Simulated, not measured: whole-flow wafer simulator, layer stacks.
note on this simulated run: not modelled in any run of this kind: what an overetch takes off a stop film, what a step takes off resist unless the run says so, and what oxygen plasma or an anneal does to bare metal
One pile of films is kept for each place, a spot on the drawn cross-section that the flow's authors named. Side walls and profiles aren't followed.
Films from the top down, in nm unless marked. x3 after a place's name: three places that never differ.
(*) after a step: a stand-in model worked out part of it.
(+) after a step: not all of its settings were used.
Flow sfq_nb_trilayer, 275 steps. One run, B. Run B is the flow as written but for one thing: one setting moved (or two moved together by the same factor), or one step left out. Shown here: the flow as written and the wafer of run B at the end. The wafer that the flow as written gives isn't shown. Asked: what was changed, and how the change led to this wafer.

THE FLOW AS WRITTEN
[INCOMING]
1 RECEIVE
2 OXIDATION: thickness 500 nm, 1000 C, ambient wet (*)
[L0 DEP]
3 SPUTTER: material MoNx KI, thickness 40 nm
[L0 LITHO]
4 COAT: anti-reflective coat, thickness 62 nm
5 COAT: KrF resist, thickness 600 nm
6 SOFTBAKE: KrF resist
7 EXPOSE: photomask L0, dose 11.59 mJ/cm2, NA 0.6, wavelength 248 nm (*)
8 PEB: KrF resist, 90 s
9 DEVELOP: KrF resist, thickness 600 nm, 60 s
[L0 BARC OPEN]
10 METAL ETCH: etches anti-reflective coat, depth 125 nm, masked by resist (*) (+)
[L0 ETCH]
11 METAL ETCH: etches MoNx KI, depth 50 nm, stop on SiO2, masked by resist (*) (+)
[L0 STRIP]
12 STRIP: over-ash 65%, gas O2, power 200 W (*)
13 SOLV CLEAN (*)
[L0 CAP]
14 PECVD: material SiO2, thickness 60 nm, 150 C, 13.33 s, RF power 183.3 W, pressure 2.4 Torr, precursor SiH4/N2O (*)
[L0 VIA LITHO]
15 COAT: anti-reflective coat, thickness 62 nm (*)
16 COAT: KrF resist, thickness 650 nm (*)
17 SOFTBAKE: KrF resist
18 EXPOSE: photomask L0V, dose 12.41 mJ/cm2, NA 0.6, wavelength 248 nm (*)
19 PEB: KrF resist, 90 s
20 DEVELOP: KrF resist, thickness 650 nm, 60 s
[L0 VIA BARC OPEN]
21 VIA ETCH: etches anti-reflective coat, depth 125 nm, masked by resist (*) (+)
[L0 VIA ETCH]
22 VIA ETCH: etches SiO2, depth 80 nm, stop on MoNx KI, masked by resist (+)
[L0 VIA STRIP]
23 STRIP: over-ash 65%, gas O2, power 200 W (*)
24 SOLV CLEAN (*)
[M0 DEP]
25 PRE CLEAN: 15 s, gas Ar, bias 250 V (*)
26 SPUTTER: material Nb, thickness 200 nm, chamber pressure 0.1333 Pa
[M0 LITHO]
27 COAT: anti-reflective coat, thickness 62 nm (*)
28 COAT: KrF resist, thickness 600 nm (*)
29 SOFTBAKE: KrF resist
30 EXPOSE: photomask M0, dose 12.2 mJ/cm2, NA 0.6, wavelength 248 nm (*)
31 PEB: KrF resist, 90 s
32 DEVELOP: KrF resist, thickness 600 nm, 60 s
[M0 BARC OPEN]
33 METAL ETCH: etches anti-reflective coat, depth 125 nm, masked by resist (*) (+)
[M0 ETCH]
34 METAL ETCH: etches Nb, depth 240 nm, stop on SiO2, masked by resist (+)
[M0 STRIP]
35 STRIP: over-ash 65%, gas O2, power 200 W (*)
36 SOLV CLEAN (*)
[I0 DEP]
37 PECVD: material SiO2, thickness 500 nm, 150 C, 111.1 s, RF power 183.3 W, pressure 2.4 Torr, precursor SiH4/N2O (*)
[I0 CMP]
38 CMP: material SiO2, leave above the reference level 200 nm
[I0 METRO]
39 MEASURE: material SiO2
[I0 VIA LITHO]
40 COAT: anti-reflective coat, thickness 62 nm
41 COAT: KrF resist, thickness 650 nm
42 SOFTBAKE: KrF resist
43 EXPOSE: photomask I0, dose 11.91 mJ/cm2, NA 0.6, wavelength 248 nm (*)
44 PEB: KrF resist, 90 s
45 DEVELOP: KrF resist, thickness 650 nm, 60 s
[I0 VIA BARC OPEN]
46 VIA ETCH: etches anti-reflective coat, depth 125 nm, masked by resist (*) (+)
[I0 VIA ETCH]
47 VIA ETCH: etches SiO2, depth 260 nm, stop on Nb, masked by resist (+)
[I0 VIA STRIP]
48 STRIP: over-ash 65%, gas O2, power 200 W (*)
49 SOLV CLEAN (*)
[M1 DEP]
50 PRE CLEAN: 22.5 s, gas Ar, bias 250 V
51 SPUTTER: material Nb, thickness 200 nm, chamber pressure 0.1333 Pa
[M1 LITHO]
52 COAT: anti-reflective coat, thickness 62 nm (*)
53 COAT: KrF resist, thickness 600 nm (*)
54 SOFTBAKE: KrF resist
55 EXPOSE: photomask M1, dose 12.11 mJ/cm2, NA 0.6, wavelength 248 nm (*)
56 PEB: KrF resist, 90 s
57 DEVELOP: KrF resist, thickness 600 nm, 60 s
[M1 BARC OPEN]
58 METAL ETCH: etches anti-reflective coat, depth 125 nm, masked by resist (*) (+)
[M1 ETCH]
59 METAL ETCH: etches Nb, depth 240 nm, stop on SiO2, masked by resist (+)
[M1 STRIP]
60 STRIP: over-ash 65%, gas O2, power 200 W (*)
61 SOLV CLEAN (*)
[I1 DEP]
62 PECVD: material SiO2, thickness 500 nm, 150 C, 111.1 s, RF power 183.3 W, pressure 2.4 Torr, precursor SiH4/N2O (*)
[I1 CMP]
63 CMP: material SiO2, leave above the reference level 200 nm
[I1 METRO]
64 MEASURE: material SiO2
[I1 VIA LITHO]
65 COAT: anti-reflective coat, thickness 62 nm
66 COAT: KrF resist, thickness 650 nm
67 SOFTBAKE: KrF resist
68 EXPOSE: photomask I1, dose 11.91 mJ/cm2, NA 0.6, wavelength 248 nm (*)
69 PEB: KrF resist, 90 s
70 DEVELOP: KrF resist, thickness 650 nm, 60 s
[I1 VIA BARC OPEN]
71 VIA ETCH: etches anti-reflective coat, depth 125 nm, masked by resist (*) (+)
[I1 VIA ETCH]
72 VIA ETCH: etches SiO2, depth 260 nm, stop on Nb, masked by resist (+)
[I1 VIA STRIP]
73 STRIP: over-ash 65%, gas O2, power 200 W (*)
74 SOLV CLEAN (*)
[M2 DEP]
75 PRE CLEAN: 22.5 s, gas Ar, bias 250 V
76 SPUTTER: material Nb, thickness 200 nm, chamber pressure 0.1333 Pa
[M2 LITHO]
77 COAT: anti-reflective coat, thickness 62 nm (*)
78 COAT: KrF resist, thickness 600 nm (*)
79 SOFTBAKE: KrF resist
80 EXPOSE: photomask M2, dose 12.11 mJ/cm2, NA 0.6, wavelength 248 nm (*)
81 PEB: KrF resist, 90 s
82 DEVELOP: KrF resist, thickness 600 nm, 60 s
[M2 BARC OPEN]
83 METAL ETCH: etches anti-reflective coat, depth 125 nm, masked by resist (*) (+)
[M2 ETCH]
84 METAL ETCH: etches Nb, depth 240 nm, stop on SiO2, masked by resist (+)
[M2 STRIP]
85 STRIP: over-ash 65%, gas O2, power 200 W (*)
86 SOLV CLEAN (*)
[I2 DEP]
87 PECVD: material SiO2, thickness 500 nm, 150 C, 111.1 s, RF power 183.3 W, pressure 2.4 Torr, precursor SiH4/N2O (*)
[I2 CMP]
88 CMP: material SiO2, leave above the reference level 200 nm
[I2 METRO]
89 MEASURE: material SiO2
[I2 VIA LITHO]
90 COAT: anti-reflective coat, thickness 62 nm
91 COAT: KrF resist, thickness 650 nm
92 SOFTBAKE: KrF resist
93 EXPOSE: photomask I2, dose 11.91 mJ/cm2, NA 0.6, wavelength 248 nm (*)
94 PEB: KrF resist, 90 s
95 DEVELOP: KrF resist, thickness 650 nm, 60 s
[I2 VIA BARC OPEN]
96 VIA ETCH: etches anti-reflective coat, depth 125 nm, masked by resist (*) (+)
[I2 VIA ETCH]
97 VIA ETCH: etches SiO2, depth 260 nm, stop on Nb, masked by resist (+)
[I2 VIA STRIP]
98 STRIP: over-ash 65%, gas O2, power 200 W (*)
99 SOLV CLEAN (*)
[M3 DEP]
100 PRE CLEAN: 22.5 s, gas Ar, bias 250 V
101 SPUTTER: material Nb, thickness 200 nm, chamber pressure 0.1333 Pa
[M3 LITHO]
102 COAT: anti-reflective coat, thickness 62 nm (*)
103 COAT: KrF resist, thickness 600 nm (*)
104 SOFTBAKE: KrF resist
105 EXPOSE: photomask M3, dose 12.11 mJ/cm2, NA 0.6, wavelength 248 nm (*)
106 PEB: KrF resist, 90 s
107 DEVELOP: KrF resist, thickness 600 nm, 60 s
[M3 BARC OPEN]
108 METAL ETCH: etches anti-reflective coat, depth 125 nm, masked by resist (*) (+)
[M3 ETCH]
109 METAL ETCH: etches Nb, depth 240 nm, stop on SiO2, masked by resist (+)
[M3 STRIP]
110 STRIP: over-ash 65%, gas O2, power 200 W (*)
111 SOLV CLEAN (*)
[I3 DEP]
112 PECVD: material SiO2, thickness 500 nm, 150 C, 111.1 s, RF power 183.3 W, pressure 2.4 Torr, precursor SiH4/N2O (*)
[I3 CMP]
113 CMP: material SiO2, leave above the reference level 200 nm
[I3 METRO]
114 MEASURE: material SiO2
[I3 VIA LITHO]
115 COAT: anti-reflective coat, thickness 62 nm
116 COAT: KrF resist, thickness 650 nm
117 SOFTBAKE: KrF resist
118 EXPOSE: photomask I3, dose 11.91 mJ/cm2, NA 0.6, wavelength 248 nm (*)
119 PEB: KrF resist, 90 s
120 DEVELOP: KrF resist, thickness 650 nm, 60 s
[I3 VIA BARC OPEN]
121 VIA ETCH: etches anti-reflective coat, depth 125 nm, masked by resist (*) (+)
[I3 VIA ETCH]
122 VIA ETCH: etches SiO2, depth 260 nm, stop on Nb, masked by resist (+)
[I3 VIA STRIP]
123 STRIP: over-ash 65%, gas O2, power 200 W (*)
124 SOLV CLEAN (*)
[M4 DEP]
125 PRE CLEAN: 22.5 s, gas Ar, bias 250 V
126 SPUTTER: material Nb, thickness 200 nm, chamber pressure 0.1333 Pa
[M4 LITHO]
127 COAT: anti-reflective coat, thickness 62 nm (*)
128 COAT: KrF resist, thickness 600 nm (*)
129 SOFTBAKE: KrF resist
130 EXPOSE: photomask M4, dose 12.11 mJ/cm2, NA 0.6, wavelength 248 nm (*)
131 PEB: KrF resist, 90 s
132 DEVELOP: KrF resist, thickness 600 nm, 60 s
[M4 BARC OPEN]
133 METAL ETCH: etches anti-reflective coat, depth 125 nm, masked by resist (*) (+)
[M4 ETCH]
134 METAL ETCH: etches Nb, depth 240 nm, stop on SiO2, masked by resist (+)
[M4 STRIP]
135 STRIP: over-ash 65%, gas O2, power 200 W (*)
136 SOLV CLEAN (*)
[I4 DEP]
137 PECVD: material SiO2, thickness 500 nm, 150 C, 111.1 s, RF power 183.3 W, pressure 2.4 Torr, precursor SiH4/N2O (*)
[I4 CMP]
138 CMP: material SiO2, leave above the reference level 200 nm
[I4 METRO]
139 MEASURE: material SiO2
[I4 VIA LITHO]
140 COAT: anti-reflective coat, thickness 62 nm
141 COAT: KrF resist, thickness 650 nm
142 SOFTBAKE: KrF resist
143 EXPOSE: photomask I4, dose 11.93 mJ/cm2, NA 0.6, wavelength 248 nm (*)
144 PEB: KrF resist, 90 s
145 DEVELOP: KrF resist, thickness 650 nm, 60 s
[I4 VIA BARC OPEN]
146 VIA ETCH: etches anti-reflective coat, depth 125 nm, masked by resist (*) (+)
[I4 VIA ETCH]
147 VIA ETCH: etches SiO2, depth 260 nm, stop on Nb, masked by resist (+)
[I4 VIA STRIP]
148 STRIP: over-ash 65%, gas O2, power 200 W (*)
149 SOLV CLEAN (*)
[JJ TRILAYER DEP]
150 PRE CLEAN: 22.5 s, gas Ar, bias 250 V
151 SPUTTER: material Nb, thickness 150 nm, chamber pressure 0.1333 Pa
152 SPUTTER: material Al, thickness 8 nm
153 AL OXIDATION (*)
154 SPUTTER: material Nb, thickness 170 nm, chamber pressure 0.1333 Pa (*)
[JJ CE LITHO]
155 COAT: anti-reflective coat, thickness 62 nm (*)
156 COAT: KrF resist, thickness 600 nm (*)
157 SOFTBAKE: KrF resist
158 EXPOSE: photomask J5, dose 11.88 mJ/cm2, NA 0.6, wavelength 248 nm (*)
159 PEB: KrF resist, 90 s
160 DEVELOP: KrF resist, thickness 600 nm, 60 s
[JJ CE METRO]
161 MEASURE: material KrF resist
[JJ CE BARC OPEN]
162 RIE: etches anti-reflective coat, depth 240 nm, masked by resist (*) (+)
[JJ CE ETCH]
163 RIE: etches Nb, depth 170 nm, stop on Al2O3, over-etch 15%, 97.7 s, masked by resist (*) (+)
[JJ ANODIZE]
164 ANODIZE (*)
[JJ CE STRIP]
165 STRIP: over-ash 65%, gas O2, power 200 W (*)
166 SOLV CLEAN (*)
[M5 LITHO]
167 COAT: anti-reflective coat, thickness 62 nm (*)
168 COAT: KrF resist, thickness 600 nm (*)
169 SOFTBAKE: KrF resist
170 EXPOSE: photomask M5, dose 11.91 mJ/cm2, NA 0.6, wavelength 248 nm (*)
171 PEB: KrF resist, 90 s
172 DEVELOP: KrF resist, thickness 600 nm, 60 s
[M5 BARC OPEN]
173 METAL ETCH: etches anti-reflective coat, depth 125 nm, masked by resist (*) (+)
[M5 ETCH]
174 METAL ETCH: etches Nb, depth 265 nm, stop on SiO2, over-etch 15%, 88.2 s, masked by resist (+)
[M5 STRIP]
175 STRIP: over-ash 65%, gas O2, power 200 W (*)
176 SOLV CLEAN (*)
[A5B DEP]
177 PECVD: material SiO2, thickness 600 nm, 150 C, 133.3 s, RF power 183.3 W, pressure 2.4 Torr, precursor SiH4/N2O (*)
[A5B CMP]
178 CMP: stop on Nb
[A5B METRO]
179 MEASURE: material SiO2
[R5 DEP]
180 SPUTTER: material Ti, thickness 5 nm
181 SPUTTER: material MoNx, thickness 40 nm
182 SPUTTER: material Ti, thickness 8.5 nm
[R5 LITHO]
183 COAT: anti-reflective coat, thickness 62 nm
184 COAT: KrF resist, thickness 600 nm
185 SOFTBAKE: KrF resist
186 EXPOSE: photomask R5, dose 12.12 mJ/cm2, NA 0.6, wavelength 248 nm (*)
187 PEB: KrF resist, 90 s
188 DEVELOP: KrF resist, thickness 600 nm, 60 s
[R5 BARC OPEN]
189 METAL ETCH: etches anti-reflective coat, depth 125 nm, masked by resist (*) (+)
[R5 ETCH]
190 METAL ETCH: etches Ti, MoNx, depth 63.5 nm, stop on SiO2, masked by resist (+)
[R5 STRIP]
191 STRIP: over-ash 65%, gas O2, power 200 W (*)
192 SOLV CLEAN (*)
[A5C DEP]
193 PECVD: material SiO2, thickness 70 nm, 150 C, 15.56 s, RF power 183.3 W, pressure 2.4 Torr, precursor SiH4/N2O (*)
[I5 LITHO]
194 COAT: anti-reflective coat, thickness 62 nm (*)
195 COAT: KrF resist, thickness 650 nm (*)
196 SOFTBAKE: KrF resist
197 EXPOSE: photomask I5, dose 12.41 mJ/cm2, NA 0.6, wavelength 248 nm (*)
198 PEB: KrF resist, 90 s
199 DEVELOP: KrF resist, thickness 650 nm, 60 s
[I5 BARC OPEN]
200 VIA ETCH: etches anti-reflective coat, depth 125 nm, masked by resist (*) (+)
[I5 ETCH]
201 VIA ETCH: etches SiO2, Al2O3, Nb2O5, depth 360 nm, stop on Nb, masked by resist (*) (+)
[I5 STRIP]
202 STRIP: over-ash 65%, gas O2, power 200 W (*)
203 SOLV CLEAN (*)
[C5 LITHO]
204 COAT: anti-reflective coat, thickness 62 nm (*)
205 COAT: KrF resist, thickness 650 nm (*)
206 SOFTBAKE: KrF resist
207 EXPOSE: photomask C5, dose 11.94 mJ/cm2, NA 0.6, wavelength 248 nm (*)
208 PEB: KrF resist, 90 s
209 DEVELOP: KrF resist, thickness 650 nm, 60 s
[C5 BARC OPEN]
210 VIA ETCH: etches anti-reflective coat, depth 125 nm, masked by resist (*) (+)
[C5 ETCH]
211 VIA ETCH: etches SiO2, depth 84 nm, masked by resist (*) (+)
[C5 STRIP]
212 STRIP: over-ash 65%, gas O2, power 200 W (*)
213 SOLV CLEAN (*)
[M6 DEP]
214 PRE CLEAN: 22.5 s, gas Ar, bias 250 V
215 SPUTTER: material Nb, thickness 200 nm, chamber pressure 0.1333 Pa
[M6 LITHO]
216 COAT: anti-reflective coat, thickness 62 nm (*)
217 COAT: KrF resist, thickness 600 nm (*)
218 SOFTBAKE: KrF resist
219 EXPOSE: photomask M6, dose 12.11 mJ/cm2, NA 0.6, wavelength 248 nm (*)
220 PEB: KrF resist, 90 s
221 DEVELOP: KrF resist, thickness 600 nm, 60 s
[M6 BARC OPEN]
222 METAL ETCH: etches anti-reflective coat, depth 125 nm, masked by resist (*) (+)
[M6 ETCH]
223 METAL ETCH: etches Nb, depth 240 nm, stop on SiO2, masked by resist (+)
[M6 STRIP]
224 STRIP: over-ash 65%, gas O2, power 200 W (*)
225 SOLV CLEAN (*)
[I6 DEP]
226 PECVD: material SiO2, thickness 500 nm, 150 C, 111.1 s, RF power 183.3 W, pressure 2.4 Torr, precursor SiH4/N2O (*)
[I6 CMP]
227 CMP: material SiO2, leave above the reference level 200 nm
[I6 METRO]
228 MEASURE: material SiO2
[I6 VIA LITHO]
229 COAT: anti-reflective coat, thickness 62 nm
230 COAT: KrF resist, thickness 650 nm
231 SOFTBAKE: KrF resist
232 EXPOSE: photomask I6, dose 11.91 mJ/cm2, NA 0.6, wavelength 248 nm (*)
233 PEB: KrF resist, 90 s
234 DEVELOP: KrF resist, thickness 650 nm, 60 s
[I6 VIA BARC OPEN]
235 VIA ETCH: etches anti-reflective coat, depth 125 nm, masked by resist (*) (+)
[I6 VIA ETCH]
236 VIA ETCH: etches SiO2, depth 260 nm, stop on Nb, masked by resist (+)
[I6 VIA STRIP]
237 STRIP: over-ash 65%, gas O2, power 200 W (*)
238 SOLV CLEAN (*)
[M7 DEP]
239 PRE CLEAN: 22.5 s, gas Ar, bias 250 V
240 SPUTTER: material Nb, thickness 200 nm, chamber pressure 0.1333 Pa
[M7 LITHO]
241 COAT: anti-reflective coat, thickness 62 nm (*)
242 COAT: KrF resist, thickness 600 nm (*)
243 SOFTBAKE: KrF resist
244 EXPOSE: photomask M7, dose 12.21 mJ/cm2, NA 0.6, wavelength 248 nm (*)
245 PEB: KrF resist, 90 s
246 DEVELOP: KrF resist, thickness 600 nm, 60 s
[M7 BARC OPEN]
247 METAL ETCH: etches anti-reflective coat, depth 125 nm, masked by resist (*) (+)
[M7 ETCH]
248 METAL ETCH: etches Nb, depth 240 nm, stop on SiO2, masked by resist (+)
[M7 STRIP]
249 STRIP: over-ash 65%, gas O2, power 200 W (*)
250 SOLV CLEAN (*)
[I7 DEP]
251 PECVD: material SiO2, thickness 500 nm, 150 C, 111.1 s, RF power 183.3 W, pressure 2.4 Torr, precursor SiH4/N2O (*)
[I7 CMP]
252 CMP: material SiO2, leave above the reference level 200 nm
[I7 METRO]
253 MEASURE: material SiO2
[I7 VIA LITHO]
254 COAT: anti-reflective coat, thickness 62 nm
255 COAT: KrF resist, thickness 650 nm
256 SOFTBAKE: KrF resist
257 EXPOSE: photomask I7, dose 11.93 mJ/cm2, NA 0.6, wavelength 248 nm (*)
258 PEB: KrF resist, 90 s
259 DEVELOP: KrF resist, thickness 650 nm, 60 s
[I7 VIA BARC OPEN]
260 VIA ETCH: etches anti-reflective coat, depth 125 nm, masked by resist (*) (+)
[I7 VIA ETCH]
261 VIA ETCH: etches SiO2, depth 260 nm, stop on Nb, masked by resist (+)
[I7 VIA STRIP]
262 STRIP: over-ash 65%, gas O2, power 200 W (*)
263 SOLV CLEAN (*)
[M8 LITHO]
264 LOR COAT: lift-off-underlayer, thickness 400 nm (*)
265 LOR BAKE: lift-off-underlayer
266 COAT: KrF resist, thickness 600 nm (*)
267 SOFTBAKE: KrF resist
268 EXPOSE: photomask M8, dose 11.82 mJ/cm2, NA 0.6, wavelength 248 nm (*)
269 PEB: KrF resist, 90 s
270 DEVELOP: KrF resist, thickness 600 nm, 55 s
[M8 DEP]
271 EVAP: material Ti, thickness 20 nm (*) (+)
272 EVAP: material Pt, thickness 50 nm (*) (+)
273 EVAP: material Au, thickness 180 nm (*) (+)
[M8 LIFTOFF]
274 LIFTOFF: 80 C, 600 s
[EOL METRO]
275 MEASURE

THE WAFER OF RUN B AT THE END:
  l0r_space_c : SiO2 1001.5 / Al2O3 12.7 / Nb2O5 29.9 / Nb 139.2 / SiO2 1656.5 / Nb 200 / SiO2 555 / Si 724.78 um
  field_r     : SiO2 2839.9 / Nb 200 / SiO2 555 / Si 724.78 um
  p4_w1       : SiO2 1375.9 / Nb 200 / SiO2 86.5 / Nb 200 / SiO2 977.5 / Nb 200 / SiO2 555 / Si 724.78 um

The cause: step 113, CMP: leave above the reference level 94 nm was run, where the flow has leave above the reference level 200 nm.

How the change led to this, step by step:
  113 CMP: material SiO2, leave above the reference level 200 nm
      field_l, be, be_sur and 64 more: SiO2 -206 (as written it would be: SiO2 -100)
      v_sur, via_wl, via_wr and 27 more: SiO2 -406 (as written it would be: SiO2 -300)
      (and at 9 more places)
  122 VIA ETCH: etches SiO2, depth 260 nm, stop on Nb, masked by resist (+)
      field_l, v_sur, via_wl and 102 more: KrF resist -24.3 (as written it would be: KrF resist -44.8)
      via_v: SiO2 -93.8 (all of it) (as written it would be: SiO2 -199.8 (all of it))
  123 STRIP: over-ash 65%, gas O2, power 200 W (*)
      field_l, v_sur, via_wl and 102 more: KrF resist -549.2 (all of it), anti-reflective coat -62 (all of it) (as written it would be: KrF resist -528.6 (all of it), anti-reflective coat -62 (all of it))
  126 SPUTTER: material Nb, thickness 200 nm, chamber pressure 0.1333 Pa
      via_v: Nb +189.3 (as written it would be: Nb +165.5)
  127 COAT: anti-reflective coat, thickness 62 nm (*)
      via_v: anti-reflective coat +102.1 (new film) (as written it would be: anti-reflective coat +124.8 (new film))
  128 COAT: KrF resist, thickness 600 nm (*)
      via_v: KrF resist +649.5 (new film) (as written it would be: KrF resist +739.8 (new film))
  135 STRIP: over-ash 65%, gas O2, power 200 W (*)
      via_sp: KrF resist -382.6 (all of it), anti-reflective coat -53 (all of it) (as written it would be: KrF resist -373.9 (all of it), anti-reflective coat -53 (all of it))
      via_v: KrF resist -431.8 (all of it), anti-reflective coat -102.1 (all of it) (as written it would be: KrF resist -521.8 (all of it), anti-reflective coat -124.8 (all of it))
      (and at 1 more place)
  137 PECVD: material SiO2, thickness 500 nm, 150 C, 111.1 s, RF power 183.3 W, pressure 2.4 Torr, precursor SiH4/N2O (*)
      via_v: SiO2 +500 (new film) (as written it would be: SiO2 +615 (new film))
  138 CMP: material SiO2, leave above the reference level 200 nm
      via_v: SiO2 -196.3 (as written it would be: SiO2 -181.6)
